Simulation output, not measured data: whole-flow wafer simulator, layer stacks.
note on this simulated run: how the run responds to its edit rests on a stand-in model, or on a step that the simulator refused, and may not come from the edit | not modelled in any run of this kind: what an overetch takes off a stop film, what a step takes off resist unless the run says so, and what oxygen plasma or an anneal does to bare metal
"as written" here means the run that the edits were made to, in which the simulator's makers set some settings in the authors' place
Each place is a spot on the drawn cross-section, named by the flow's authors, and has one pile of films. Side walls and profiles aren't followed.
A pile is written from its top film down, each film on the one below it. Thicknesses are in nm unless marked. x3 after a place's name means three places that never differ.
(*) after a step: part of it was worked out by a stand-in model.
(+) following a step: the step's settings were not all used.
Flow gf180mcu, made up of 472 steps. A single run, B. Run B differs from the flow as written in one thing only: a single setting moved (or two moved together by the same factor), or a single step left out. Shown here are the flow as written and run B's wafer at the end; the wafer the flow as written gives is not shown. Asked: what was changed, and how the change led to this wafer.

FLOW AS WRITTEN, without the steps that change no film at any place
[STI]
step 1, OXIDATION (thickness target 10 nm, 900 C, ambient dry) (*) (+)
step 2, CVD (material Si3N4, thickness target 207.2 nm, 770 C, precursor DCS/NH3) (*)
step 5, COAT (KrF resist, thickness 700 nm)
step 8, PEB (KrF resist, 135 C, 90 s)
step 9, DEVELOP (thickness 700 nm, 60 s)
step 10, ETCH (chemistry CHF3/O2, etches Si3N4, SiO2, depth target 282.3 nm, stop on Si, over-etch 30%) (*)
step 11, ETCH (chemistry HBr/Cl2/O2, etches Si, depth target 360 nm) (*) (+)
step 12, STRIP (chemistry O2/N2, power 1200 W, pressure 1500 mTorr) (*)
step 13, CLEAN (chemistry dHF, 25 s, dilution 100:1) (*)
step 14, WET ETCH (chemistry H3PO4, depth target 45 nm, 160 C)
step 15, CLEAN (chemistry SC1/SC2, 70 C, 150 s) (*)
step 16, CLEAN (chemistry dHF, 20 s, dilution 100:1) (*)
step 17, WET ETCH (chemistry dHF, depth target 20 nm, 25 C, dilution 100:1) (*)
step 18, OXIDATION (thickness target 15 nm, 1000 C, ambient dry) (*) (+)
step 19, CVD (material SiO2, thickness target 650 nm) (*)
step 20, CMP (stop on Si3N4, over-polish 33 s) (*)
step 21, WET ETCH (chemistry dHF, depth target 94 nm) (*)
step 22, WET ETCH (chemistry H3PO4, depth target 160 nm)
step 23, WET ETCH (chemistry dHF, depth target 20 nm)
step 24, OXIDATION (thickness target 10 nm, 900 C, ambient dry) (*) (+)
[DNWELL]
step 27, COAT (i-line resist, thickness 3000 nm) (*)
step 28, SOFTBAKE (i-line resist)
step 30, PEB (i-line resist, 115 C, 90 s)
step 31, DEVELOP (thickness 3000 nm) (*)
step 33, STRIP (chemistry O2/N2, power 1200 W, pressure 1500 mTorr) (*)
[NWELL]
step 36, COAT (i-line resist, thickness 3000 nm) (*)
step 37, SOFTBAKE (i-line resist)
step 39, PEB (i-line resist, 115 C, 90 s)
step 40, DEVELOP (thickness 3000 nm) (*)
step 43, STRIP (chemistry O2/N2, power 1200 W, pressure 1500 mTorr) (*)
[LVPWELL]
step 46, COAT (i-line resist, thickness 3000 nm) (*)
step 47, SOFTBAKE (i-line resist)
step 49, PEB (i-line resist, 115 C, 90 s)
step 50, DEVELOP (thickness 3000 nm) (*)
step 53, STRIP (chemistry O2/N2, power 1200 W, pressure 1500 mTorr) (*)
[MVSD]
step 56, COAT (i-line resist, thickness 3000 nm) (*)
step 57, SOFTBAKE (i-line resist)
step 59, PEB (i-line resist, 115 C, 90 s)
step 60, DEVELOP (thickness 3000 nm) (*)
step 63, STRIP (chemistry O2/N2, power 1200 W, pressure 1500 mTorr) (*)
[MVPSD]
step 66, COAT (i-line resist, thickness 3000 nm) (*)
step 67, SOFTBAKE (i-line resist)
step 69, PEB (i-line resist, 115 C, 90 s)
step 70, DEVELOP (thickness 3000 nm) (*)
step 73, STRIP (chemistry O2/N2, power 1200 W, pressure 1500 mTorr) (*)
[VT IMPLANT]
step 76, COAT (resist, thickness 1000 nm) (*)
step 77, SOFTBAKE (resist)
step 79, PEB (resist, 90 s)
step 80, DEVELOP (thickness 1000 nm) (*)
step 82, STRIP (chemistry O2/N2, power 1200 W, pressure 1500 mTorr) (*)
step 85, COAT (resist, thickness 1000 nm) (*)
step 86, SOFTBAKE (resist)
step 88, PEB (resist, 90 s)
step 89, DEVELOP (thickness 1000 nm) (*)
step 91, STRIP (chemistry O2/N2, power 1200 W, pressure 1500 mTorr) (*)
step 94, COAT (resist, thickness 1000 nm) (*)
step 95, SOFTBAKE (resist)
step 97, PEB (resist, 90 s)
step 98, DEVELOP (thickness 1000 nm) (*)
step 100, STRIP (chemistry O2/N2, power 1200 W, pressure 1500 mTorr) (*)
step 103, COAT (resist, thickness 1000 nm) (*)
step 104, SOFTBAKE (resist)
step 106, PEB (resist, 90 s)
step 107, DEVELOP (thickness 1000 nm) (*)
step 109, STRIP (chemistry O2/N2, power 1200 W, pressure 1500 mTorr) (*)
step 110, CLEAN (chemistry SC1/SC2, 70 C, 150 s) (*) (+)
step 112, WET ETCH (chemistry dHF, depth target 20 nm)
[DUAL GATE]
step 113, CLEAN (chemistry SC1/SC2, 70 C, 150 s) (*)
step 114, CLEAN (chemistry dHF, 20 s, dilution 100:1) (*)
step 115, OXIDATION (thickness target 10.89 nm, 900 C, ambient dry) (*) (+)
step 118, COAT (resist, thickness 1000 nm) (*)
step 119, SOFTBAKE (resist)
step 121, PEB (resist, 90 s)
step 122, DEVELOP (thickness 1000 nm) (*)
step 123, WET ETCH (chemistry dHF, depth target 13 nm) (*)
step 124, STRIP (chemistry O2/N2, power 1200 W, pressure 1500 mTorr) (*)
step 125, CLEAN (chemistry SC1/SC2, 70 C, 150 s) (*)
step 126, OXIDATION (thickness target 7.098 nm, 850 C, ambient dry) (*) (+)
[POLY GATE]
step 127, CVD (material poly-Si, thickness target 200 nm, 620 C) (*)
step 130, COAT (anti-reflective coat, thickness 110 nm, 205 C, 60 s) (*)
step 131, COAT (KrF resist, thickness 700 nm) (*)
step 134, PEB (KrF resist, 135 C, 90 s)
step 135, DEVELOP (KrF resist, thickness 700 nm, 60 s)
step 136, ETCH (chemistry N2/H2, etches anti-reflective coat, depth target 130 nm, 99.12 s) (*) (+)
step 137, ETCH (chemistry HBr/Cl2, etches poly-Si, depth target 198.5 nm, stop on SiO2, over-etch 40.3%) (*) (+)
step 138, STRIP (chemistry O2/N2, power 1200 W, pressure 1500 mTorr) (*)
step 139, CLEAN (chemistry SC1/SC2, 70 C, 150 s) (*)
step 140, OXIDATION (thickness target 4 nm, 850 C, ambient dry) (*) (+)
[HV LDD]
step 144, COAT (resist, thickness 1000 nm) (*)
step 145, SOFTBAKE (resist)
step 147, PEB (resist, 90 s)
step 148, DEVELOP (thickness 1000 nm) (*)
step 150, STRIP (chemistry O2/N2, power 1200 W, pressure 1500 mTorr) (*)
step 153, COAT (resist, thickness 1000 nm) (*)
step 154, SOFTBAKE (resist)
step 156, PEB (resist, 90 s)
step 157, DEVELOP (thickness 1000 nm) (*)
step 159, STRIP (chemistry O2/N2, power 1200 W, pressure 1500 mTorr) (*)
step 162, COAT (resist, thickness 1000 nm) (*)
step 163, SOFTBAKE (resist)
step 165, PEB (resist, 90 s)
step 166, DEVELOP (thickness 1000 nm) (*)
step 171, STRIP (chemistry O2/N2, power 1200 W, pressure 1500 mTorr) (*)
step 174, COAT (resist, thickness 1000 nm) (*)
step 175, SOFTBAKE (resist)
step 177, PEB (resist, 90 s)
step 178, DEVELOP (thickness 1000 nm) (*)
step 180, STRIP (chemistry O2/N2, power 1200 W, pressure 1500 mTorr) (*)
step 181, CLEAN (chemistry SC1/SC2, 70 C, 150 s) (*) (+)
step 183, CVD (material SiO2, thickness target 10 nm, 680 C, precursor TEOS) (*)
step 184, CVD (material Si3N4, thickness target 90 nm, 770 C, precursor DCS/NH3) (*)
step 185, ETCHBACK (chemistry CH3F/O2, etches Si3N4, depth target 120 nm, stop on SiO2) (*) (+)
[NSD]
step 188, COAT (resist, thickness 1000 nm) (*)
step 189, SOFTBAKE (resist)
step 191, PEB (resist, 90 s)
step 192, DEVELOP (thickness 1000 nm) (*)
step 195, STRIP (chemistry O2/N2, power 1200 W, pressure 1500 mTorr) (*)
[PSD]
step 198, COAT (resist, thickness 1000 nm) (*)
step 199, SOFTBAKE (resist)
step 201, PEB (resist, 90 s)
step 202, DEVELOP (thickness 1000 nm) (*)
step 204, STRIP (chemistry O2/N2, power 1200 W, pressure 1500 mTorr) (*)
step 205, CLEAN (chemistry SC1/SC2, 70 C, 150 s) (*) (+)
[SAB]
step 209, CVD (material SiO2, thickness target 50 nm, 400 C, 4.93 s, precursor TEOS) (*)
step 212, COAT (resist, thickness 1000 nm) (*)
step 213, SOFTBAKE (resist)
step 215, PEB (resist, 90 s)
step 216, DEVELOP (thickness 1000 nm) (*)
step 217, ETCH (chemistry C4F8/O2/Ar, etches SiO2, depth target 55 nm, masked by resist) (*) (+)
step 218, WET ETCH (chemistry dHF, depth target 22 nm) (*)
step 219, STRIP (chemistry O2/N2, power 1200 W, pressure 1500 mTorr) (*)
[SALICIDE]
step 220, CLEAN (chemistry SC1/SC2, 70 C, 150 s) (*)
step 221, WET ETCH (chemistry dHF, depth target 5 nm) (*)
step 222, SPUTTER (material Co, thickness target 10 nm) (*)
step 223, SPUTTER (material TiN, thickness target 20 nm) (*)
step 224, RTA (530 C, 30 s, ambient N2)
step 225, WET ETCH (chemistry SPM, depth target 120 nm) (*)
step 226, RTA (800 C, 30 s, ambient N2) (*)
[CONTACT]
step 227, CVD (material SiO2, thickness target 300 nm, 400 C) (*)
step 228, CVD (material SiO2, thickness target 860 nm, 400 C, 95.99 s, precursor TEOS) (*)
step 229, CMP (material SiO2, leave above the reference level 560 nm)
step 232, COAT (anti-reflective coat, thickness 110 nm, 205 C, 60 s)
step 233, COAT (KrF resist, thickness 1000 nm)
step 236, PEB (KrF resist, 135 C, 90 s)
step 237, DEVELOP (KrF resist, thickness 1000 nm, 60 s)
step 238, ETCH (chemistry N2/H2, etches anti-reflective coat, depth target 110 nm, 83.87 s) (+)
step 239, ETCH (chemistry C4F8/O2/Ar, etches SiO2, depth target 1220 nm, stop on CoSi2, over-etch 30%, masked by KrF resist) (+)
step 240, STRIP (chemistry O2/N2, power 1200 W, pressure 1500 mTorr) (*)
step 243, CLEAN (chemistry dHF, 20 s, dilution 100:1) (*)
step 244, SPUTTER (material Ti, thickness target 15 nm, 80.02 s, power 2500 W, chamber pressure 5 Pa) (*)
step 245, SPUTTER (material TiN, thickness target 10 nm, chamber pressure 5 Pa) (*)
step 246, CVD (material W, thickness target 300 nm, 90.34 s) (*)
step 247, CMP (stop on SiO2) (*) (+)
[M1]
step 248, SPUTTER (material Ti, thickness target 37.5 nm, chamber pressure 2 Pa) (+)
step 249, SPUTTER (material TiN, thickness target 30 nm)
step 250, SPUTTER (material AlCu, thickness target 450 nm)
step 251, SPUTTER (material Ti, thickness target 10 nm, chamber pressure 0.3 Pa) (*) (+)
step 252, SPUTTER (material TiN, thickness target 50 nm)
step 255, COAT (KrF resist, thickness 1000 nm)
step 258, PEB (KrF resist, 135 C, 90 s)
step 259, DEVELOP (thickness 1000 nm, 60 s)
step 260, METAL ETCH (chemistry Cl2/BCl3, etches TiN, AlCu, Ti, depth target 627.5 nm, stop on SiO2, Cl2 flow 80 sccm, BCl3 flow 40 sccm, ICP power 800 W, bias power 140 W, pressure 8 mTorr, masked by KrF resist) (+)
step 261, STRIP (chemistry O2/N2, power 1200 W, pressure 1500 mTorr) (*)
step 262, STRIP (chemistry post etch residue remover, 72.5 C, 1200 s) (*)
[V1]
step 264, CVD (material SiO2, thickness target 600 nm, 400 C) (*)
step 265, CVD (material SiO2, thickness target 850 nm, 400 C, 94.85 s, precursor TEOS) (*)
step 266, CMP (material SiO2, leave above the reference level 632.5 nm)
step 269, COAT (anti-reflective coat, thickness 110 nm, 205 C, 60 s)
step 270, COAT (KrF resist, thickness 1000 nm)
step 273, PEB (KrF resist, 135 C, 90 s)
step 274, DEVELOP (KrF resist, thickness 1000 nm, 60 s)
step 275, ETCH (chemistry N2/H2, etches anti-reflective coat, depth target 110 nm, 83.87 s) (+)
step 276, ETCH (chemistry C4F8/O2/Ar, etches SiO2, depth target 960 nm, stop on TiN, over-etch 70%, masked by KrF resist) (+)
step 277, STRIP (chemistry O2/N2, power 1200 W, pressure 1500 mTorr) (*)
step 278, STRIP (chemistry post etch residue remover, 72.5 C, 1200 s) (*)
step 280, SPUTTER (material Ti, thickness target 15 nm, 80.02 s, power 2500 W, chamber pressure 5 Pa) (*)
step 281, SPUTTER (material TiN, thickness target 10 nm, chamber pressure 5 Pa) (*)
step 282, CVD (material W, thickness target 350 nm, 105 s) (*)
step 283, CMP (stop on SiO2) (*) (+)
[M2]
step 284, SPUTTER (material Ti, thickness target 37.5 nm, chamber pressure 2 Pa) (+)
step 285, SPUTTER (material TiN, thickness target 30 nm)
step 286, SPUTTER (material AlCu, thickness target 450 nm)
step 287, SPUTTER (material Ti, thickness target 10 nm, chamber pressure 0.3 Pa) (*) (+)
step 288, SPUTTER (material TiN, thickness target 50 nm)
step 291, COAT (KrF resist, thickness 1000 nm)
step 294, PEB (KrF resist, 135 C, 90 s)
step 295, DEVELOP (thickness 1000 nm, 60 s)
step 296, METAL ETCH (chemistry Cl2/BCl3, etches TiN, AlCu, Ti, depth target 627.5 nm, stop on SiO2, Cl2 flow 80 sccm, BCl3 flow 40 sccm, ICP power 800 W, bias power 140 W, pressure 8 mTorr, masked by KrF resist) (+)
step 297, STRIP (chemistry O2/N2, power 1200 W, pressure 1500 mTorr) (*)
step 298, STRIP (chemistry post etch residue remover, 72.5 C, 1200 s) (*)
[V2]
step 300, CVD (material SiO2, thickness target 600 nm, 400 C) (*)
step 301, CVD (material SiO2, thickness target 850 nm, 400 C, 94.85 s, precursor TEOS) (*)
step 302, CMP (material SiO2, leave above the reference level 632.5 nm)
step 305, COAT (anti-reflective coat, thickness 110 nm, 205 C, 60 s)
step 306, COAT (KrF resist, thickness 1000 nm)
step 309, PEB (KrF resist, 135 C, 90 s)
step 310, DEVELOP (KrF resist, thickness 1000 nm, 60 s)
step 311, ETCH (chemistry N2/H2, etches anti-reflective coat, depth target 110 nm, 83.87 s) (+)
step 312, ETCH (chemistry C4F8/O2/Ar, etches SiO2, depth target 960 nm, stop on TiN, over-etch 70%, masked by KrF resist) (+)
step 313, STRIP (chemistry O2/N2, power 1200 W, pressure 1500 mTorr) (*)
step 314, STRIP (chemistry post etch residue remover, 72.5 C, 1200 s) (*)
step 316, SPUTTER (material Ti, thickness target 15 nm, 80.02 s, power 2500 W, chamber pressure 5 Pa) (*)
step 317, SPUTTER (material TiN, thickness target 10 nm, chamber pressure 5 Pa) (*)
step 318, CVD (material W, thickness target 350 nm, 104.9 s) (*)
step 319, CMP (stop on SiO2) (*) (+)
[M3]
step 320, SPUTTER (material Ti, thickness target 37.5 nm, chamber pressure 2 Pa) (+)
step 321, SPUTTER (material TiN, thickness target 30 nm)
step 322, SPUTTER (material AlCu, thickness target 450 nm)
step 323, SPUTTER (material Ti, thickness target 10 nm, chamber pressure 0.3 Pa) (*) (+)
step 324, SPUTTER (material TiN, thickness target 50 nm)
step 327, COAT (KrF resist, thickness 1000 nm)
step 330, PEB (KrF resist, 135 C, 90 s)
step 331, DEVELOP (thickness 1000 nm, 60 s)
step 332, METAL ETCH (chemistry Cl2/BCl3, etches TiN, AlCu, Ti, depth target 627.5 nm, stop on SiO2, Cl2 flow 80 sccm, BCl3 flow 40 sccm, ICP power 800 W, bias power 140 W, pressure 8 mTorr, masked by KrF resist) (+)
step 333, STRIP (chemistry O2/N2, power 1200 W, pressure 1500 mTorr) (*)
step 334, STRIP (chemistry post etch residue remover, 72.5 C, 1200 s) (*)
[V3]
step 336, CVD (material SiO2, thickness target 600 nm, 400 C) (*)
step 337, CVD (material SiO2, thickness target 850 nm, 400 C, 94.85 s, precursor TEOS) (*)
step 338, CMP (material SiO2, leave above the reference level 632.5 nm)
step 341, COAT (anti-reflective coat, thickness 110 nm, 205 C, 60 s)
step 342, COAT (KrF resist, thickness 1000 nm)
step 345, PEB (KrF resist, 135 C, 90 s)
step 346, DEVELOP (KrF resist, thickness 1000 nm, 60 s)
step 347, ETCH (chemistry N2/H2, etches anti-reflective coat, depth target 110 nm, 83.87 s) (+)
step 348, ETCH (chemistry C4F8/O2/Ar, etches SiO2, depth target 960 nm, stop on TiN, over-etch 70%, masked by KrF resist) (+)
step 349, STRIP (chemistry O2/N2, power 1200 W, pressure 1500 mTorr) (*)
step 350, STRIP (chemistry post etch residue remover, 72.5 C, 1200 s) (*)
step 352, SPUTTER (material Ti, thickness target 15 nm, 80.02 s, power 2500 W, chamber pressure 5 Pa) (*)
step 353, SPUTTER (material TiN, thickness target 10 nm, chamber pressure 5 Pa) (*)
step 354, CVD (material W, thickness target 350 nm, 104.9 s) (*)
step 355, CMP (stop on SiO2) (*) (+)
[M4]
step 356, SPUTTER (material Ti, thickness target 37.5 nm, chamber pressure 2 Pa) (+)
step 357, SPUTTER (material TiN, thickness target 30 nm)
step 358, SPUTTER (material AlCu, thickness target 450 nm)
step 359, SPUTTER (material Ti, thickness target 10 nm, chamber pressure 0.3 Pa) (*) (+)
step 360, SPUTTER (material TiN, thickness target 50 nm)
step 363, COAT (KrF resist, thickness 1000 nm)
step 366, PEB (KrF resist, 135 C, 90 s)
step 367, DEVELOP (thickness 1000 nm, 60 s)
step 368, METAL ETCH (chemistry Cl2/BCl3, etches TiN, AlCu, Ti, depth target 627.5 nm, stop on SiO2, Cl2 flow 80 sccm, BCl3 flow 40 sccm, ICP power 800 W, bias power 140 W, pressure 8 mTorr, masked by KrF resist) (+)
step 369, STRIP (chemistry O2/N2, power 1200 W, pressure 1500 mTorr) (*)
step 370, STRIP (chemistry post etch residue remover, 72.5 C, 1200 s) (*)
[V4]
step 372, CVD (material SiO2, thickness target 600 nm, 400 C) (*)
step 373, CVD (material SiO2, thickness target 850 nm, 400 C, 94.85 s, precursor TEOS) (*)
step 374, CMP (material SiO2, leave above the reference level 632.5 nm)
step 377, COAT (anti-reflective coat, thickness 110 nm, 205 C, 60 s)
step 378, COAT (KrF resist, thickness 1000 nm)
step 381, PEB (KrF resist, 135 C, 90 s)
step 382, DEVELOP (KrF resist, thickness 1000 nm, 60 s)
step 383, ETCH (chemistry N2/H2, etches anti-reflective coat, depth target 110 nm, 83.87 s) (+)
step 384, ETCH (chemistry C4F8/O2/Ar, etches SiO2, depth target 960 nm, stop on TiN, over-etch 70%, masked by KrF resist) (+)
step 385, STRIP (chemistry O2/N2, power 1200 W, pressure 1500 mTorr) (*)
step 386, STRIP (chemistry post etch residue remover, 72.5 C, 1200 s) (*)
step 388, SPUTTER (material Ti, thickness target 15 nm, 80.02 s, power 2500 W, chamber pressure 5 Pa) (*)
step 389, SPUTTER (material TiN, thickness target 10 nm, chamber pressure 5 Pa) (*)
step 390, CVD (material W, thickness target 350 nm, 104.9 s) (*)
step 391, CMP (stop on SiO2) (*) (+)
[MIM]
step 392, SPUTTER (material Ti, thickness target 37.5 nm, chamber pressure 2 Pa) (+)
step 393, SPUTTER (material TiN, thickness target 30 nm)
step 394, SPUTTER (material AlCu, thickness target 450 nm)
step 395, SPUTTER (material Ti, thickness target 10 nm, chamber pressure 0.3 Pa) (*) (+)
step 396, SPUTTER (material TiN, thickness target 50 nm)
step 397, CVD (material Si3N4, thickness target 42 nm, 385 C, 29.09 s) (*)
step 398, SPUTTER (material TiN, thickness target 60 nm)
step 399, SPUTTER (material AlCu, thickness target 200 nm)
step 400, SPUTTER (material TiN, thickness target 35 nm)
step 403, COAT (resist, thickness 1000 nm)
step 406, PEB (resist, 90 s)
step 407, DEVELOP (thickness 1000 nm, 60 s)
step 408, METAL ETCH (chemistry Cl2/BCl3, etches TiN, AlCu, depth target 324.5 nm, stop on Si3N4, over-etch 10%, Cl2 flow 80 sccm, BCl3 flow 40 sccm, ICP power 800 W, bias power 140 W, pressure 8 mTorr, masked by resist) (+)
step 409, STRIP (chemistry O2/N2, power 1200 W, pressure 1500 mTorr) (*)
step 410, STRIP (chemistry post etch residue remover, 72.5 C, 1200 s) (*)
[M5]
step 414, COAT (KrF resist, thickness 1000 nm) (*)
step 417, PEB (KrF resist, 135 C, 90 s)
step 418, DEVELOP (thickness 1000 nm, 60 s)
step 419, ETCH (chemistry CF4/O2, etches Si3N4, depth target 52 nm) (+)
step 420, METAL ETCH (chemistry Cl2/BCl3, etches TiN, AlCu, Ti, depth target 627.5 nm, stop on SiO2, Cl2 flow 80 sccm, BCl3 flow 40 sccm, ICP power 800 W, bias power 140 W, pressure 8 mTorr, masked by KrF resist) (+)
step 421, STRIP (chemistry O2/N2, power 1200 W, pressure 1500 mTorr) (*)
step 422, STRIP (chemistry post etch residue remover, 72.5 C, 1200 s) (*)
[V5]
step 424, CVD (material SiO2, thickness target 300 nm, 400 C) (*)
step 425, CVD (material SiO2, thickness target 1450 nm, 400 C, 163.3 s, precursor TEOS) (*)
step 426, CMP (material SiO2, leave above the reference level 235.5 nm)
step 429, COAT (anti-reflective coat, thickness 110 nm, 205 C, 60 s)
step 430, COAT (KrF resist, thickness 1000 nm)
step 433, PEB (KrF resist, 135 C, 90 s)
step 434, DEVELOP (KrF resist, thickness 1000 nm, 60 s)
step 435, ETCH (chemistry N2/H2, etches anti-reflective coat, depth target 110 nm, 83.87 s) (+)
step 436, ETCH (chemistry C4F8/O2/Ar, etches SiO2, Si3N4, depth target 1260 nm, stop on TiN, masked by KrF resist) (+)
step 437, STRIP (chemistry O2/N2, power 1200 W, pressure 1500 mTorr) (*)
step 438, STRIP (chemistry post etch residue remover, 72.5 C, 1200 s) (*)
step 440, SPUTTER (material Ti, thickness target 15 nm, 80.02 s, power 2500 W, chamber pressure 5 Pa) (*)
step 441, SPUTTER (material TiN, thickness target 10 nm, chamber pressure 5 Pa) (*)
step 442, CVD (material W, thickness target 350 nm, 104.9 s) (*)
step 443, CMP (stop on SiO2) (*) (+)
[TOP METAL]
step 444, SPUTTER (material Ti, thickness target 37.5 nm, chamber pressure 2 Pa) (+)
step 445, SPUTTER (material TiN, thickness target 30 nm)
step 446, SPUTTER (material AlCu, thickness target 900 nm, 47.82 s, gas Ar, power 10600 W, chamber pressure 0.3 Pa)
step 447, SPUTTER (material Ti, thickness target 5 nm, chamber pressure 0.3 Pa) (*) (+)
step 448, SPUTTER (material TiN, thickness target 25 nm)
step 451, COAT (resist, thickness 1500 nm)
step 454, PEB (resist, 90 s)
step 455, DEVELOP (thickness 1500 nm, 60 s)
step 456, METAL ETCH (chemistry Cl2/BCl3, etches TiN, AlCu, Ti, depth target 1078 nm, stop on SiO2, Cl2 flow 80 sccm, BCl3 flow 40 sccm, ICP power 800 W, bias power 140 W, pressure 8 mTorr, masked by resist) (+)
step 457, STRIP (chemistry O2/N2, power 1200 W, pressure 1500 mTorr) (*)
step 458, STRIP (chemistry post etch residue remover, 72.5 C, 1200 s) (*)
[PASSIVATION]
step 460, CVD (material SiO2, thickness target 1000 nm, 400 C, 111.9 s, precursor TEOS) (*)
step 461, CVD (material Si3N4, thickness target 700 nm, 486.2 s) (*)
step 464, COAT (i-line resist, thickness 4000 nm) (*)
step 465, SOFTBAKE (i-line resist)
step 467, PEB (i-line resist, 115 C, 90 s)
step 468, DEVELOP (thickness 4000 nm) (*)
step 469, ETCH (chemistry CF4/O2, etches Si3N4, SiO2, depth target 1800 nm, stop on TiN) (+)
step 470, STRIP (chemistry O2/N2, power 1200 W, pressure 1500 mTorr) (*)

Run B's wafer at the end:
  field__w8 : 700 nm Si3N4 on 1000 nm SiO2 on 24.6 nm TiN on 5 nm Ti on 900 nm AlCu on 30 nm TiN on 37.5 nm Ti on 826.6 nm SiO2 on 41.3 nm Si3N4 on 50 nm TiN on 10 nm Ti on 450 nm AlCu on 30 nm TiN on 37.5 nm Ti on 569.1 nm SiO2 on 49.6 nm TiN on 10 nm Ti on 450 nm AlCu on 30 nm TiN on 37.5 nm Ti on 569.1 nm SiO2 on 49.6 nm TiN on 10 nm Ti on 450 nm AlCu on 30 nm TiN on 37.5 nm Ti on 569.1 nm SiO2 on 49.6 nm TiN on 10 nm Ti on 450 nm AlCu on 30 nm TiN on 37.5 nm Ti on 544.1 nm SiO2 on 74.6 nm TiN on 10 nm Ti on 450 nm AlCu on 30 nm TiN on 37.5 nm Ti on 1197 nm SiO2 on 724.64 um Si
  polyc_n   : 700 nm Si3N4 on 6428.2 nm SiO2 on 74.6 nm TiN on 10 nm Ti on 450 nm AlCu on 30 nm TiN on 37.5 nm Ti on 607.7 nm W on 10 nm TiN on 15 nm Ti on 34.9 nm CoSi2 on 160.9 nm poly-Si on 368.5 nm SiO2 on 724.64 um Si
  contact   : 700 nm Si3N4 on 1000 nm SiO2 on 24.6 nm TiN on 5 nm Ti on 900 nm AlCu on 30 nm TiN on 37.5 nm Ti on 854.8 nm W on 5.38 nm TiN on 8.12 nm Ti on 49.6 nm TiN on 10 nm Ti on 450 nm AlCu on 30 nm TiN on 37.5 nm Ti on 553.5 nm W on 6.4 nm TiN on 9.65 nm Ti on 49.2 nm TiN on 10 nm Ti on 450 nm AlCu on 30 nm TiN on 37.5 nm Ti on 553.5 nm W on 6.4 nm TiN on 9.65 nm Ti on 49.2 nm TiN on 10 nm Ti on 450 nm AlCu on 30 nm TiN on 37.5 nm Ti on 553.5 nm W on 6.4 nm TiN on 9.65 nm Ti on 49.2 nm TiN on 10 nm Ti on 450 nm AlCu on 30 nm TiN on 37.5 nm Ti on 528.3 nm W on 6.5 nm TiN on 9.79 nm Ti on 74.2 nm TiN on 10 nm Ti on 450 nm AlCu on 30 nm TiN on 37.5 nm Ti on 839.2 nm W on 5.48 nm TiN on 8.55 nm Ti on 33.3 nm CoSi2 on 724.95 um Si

Cause: step 252, SPUTTER: thickness target 75 nm was run, though the flow has thickness target 50 nm.

Step by step, how the change led to this:
  step 252, SPUTTER (material TiN, thickness target 50 nm)
      field, field__w1, field__w2 and 108 more: +75 TiN (new film) (as written it would have been: +50 TiN (new film))
  step 260, METAL ETCH (chemistry Cl2/BCl3, etches TiN, AlCu, Ti, depth target 627.5 nm, stop on SiO2, Cl2 flow 80 sccm, BCl3 flow 40 sccm, ICP power 800 W, bias power 140 W, pressure 8 mTorr, masked by KrF resist) (+)
      field, field__w1, field__w2 and 99 more: -75 TiN (all of it), -10 Ti (all of it), -450 AlCu (all of it), -30 TiN (all of it), -37.5 Ti (all of it) (as written it would have been: -50 TiN (all of it), -10 Ti (all of it), -450 AlCu (all of it), -30 TiN (all of it), -37.5 Ti (all of it))
  step 266, CMP (material SiO2, leave above the reference level 632.5 nm)
      field__w8, contact, m1 and 6 more: -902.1 SiO2 (as written it would have been: -877.1 SiO2)
  step 276, ETCH (chemistry C4F8/O2/Ar, etches SiO2, depth target 960 nm, stop on TiN, over-etch 70%, masked by KrF resist) (+)
      field, field__w1, field__w2 and 107 more: -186 KrF resist (as written it would have been: -192 KrF resist)
      contact: -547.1 SiO2 (all of it) (as written it would have been: -572.1 SiO2 (all of it))
  step 282, CVD (material W, thickness target 350 nm, 105 s) (*)
      contact: +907 W (new film) (as written it would have been: +932.3 W (new film))
